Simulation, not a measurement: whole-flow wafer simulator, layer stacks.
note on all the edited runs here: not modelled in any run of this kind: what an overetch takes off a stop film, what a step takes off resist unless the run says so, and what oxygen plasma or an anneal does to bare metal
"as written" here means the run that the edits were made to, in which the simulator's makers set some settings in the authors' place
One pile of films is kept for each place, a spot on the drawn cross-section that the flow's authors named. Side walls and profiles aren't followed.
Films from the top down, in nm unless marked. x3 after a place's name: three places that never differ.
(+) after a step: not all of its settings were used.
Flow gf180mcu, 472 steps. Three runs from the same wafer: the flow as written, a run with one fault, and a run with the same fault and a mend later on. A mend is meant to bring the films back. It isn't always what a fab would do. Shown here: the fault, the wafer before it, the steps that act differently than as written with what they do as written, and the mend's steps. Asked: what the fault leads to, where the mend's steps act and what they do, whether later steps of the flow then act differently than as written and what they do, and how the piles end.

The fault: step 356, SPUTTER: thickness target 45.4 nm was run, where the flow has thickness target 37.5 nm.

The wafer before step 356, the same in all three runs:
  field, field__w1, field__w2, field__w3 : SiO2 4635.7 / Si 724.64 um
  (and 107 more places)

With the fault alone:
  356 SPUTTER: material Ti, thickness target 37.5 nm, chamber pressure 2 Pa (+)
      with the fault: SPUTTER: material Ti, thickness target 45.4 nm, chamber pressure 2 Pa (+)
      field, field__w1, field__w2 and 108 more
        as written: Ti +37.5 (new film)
        with the fault: Ti +45.4 (new film)
  Later steps of the flow that act differently than as written:
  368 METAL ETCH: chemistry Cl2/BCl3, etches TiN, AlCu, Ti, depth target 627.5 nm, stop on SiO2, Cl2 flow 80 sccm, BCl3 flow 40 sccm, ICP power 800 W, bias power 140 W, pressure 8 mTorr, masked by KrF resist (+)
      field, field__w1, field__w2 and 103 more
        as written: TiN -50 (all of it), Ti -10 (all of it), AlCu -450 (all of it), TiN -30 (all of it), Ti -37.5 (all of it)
        with the fault: TiN -50 (all of it), Ti -10 (all of it), AlCu -450 (all of it), TiN -30 (all of it), Ti -45.4 (all of it)
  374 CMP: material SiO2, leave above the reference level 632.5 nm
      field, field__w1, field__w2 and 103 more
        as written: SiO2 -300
        with the fault: SiO2 -292.1
  At the end the piles differ from the flow's by more than 2% or 0.5 nm, whichever is larger, at field__w8, contact, m1, m1__w1, m1_nw.
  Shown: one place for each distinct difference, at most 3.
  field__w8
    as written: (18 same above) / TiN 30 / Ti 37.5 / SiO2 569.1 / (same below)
    with the fault: (18 same above) / TiN 30 / Ti 45.4 / SiO2 569.1 / (same below)
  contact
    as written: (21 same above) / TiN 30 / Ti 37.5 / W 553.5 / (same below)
    with the fault: (21 same above) / TiN 30 / Ti 45.4 / W 553.5 / (same below)

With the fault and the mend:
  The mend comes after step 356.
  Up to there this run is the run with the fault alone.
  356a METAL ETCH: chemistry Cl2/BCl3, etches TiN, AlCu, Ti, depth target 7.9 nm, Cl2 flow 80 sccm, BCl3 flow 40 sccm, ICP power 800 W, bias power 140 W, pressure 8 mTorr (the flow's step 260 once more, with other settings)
      field, field__w1, field__w2 and 108 more
        Ti -7.9
  No later step of the flow acts differently than as written at any place that is followed.
  At the end the piles are the same as the flow's at every place that both follow.
